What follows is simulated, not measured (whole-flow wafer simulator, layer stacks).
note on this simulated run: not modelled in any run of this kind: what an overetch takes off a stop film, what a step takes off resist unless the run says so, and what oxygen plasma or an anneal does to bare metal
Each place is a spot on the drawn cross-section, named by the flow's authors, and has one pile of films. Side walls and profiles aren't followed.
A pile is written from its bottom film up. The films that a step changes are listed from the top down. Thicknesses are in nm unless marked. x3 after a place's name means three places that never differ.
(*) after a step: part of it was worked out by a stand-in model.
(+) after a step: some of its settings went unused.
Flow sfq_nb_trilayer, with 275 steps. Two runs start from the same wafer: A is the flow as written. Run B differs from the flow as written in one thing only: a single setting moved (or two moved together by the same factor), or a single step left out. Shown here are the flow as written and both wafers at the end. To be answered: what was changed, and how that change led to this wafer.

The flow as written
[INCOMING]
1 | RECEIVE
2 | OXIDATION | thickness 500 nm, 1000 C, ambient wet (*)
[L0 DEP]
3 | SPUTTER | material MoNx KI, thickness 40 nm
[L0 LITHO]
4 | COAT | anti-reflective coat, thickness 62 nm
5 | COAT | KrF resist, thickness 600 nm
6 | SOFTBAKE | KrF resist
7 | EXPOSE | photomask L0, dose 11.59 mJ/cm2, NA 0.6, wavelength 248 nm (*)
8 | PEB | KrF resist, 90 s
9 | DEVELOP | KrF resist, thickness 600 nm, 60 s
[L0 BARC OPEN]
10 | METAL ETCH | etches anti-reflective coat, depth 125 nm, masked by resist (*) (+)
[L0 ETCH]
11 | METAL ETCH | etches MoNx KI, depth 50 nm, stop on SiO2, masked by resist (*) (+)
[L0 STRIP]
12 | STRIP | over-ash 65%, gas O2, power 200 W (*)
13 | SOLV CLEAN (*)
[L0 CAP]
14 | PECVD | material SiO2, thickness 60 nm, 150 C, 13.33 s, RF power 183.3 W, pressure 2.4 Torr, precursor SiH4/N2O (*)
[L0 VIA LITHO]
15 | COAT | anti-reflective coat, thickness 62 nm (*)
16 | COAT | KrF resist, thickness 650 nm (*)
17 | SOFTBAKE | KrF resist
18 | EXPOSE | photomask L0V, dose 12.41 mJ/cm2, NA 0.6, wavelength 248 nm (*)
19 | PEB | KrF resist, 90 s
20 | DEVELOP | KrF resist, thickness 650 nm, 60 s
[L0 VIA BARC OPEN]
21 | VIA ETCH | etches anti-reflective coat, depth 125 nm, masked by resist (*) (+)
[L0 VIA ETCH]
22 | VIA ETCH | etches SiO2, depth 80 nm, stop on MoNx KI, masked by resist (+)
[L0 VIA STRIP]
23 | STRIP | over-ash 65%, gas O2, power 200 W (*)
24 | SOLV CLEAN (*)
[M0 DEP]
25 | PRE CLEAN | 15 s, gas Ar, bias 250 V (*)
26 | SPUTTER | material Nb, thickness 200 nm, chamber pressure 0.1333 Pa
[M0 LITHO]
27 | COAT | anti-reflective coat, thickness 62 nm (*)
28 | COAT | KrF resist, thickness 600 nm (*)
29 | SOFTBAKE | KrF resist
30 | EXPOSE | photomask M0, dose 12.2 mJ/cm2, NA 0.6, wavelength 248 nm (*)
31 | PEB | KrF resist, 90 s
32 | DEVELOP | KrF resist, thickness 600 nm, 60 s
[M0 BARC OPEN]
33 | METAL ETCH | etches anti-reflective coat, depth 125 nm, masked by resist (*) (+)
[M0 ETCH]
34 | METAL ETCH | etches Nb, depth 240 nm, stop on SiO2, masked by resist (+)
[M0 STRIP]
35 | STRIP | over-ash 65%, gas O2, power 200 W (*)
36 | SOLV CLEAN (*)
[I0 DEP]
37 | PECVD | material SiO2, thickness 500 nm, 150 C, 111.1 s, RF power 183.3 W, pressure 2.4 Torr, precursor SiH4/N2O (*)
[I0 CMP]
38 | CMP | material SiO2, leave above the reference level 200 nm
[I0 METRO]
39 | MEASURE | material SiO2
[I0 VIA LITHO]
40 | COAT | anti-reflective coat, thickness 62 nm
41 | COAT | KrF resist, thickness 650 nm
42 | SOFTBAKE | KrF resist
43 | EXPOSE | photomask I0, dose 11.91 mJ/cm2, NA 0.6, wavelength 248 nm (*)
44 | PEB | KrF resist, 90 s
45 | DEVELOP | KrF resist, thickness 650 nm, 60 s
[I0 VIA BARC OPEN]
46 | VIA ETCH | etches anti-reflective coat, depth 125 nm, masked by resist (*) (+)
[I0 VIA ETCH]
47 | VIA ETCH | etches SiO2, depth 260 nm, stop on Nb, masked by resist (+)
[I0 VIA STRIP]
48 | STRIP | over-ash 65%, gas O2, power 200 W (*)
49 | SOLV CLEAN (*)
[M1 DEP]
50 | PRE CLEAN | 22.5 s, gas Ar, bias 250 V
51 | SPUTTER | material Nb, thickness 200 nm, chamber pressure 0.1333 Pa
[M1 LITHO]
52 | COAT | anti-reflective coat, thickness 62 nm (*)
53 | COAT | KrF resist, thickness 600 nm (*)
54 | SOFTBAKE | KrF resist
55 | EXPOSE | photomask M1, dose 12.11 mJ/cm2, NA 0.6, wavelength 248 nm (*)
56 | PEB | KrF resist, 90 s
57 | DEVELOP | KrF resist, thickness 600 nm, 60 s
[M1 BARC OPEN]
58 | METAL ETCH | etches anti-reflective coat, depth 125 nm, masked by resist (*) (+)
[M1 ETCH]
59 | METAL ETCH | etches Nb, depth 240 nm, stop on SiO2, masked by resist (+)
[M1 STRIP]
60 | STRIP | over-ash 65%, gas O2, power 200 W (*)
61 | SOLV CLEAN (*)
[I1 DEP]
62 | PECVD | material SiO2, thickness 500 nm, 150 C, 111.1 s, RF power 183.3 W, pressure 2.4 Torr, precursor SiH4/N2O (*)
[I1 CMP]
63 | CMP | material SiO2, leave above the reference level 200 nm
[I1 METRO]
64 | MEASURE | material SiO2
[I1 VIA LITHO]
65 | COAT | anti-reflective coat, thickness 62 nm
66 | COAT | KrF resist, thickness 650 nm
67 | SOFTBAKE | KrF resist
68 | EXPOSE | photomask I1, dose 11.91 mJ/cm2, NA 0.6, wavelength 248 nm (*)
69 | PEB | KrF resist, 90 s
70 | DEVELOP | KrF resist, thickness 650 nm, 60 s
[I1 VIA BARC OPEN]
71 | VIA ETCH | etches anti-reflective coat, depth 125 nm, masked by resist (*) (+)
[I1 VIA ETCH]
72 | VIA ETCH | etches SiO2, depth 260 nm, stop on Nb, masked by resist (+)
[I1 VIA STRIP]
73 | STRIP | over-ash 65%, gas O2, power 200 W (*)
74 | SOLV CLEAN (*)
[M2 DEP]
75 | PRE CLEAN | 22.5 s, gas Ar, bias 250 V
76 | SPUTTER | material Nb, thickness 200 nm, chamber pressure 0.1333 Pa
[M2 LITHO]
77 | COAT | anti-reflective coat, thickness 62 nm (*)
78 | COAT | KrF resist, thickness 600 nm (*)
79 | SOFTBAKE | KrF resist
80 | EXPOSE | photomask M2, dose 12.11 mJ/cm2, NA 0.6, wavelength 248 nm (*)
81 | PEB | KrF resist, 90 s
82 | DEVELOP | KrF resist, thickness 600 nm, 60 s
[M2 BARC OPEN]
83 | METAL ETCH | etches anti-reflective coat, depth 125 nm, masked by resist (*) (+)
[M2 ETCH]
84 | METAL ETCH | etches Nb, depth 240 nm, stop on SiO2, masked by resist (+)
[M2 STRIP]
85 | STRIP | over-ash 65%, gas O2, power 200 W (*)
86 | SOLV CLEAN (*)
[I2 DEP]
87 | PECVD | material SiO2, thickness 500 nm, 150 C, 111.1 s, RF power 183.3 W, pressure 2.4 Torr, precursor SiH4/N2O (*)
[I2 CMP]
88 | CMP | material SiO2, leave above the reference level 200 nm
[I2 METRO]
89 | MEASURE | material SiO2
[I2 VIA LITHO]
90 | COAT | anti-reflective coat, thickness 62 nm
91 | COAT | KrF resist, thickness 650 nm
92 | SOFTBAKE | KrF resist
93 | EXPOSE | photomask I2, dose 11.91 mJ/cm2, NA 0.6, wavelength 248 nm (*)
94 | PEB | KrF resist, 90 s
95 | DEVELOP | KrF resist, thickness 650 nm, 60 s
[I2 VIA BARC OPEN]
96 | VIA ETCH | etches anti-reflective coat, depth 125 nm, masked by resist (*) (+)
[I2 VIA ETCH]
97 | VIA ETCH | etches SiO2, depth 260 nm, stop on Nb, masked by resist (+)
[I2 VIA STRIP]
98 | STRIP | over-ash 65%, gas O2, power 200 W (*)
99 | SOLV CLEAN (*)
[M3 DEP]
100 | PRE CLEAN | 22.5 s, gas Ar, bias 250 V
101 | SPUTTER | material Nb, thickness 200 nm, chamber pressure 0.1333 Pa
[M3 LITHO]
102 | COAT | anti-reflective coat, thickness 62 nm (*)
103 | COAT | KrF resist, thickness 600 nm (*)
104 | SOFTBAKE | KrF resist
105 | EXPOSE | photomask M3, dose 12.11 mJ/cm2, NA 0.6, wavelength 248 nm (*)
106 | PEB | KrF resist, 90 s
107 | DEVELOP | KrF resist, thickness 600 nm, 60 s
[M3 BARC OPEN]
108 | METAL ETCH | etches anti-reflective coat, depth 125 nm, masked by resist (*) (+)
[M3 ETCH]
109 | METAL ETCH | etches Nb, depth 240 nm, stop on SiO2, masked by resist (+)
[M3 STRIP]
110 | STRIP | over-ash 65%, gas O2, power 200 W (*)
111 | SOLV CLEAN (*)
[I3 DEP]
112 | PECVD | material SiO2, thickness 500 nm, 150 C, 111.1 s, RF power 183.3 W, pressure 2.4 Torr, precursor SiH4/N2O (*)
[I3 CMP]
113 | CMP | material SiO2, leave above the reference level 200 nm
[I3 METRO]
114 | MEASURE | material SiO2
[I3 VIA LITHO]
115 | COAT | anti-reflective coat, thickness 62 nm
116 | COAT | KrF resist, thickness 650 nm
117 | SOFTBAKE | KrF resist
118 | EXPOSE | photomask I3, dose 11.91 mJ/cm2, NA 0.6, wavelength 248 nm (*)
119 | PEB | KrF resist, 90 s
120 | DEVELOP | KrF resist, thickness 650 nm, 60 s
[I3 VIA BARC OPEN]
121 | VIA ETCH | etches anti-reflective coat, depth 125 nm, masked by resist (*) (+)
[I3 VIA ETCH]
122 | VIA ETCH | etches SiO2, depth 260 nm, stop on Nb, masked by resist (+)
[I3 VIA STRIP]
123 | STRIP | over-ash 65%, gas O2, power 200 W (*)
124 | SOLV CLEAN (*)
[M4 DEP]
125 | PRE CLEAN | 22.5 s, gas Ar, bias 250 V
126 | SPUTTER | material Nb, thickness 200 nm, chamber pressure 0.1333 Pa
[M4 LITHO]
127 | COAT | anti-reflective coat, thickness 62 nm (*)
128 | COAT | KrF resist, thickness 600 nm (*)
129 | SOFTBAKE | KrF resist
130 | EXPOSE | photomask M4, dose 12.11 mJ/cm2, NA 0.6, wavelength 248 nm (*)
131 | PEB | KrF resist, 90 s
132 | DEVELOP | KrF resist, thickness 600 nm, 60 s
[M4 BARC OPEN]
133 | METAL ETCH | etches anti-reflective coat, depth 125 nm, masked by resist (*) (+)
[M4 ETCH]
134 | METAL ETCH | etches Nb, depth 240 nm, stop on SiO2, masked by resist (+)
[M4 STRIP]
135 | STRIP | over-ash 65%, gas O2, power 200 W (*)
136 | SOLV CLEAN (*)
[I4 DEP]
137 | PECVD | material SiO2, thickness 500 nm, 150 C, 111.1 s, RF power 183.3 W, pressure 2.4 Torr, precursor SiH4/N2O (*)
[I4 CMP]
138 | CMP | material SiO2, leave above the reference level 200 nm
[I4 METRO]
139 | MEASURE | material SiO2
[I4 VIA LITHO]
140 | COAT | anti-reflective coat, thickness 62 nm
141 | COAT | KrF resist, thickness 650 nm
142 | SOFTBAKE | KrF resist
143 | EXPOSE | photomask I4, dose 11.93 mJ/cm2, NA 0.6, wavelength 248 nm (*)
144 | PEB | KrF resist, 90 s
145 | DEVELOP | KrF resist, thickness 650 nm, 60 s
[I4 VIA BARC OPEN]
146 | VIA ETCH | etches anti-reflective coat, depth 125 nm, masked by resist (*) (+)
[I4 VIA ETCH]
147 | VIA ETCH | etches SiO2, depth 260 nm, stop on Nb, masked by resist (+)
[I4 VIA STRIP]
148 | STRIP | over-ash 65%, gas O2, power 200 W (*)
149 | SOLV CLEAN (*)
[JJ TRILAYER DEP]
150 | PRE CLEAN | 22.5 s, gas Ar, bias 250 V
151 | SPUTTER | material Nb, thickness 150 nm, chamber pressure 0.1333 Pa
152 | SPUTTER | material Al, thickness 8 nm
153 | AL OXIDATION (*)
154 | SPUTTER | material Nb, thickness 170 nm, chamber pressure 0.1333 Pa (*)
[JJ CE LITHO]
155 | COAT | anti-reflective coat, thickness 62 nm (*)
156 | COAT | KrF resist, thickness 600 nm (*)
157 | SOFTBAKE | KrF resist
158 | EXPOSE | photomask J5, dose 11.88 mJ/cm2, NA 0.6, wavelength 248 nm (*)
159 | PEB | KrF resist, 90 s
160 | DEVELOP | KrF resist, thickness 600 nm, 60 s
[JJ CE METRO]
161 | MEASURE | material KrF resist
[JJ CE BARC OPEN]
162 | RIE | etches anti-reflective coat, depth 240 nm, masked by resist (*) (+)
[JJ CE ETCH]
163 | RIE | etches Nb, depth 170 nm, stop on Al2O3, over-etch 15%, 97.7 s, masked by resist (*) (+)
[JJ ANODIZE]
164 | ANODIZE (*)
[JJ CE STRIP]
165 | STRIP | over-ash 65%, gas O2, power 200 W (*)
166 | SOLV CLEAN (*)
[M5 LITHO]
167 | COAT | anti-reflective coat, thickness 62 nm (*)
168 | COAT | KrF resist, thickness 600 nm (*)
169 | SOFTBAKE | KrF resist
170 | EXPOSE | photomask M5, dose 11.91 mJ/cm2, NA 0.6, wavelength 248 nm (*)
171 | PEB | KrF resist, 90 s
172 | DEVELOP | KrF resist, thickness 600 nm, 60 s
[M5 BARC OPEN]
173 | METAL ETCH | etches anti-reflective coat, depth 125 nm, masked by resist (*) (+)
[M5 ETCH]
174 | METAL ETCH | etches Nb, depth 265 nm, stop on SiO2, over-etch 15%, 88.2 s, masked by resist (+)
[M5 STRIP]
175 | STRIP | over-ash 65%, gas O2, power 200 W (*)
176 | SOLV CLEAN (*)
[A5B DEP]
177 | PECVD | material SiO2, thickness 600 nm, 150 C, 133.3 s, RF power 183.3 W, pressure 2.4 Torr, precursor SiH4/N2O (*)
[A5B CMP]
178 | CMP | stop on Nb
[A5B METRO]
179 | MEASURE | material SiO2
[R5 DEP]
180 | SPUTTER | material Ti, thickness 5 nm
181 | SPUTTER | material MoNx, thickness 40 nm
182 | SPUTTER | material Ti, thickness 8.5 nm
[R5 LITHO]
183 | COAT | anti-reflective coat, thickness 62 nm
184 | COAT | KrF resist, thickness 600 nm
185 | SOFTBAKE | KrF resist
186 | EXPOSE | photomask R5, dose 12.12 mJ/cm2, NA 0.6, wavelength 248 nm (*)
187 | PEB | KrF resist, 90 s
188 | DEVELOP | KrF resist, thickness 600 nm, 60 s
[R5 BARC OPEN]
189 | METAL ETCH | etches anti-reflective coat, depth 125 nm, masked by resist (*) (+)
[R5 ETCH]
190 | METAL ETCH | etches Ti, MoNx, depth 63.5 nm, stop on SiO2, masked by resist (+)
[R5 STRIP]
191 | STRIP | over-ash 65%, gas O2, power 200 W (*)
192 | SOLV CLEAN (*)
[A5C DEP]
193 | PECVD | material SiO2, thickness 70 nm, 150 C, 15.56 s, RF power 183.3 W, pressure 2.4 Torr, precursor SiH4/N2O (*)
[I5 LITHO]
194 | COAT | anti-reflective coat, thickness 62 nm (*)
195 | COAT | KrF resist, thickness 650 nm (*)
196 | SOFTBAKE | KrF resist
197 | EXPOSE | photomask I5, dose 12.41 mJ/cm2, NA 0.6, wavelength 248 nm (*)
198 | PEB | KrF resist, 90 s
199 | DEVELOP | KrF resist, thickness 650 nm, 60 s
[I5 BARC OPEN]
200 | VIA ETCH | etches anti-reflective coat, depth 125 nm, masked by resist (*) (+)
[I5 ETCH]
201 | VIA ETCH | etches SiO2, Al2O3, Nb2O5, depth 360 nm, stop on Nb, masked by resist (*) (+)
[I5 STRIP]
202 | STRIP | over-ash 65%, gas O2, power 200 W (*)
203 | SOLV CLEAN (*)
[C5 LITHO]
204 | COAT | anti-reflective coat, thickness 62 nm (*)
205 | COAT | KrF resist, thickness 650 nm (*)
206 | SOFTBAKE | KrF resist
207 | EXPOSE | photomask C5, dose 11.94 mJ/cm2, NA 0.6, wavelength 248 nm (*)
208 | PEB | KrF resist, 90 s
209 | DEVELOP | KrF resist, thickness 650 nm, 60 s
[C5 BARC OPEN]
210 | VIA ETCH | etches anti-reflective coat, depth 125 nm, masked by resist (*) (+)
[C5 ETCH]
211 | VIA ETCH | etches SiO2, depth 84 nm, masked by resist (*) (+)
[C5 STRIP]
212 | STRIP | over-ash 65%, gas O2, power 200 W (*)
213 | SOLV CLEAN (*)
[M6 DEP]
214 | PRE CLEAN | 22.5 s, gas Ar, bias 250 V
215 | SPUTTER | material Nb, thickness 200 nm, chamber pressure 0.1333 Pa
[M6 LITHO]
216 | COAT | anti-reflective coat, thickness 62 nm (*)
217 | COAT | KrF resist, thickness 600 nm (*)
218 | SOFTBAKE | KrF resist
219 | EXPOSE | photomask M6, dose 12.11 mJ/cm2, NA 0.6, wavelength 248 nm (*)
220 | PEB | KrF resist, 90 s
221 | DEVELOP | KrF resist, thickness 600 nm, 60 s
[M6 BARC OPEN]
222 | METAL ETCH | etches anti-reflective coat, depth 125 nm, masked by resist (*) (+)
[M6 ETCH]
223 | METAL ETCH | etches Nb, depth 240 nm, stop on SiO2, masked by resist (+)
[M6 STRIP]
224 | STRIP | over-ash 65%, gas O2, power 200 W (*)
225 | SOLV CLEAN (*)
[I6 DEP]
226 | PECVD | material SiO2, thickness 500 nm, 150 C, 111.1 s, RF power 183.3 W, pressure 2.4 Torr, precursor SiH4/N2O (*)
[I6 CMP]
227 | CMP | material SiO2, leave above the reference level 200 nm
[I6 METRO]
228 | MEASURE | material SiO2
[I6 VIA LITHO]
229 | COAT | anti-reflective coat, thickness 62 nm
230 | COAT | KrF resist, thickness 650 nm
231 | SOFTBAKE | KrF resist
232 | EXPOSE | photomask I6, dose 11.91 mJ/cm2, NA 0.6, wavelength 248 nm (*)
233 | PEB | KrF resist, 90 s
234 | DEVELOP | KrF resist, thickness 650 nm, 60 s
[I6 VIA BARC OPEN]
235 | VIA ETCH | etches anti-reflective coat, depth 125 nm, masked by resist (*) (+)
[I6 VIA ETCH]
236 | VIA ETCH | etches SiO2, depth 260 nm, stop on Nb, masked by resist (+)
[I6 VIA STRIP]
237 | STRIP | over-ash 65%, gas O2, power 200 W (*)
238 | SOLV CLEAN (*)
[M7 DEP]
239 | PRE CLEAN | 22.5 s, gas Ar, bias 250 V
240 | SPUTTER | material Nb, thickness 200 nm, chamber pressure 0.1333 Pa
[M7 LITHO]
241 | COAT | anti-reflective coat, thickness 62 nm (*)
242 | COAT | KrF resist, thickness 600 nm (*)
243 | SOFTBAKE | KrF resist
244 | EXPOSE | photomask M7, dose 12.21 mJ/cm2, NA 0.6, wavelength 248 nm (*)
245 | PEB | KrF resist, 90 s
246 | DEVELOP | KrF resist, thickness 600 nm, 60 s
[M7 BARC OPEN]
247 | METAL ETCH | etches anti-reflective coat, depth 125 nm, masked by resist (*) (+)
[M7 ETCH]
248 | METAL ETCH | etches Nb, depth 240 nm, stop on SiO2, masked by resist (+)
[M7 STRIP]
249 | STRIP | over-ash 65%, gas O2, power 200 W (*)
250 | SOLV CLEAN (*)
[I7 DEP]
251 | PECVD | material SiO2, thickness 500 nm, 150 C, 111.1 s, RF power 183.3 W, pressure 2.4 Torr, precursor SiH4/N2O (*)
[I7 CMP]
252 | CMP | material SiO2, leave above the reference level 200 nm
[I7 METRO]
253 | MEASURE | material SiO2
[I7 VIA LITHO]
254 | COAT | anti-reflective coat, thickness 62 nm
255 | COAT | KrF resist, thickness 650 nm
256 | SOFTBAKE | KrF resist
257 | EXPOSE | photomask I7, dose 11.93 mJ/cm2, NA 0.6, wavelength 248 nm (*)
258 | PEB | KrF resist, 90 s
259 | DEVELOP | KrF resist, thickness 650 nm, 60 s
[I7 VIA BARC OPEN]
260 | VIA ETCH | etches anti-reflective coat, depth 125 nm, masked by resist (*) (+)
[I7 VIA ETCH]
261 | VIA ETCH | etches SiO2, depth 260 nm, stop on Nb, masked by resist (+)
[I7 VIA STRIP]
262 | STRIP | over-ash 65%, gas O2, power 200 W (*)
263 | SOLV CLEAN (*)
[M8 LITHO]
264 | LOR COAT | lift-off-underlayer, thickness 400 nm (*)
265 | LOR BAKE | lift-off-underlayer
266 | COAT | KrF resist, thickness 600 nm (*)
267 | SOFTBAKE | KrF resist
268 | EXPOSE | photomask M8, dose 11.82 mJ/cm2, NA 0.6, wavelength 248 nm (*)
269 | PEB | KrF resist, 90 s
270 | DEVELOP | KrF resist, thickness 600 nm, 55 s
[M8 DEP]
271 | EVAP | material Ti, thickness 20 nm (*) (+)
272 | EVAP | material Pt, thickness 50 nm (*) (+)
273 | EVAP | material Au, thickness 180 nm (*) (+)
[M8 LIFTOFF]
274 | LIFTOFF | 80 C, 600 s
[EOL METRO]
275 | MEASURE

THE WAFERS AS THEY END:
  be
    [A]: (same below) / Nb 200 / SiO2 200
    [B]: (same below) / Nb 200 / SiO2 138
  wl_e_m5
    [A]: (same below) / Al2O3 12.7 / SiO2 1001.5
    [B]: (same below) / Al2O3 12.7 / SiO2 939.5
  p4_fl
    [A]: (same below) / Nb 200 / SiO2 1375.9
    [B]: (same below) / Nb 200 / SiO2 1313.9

Cause: step 252, CMP: leave above the reference level 138 nm was run, while the flow as written has leave above the reference level 200 nm.
One can read it off the wafer: be has SiO2 138, and step 252 as written asks for 200 nm.

Step by step, how the change led to this:
  252 | CMP | material SiO2, leave above the reference level 200 nm
      field_l, p4_fl, p4_fm and 56 more: A SiO2 loses 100 | B SiO2 loses 162
      v_sur, via_wl, via_w and 37 more: A SiO2 loses 300 | B SiO2 loses 362
      (as well as at 7 more places)
  261 | VIA ETCH | etches SiO2, depth 260 nm, stop on Nb, masked by resist (+)
      field_l, v_sur, via_sp and 100 more: A KrF resist loses 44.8 | B KrF resist loses 35.6
      via_wl, via_w, via_wr: A SiO2 loses 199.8 (all of it) | B SiO2 loses 137.8 (all of it)
  264 | LOR COAT | lift-off-underlayer, thickness 400 nm (*)
      via_wl, via_wr: A lift-off-underlayer gains 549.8 (new film) | B lift-off-underlayer gains 503.3 (new film)
      v_sur: A lift-off-underlayer gains 369.4 (new film) | B lift-off-underlayer gains 378.9 (new film)
      (as well as at 1 more place)
  270 | DEVELOP | KrF resist, thickness 600 nm, 55 s
      v_sur: A KrF resist loses 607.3 (all of it), lift-off-underlayer loses 369.4 (all of it) | B KrF resist loses 604.7 (all of it), lift-off-underlayer loses 378.9 (all of it)
      via_wl: A KrF resist loses 623.9 (all of it), lift-off-underlayer loses 549.8 (all of it) | B KrF resist loses 616.1 (all of it), lift-off-underlayer loses 503.3 (all of it)
      (as well as at 2 more places)
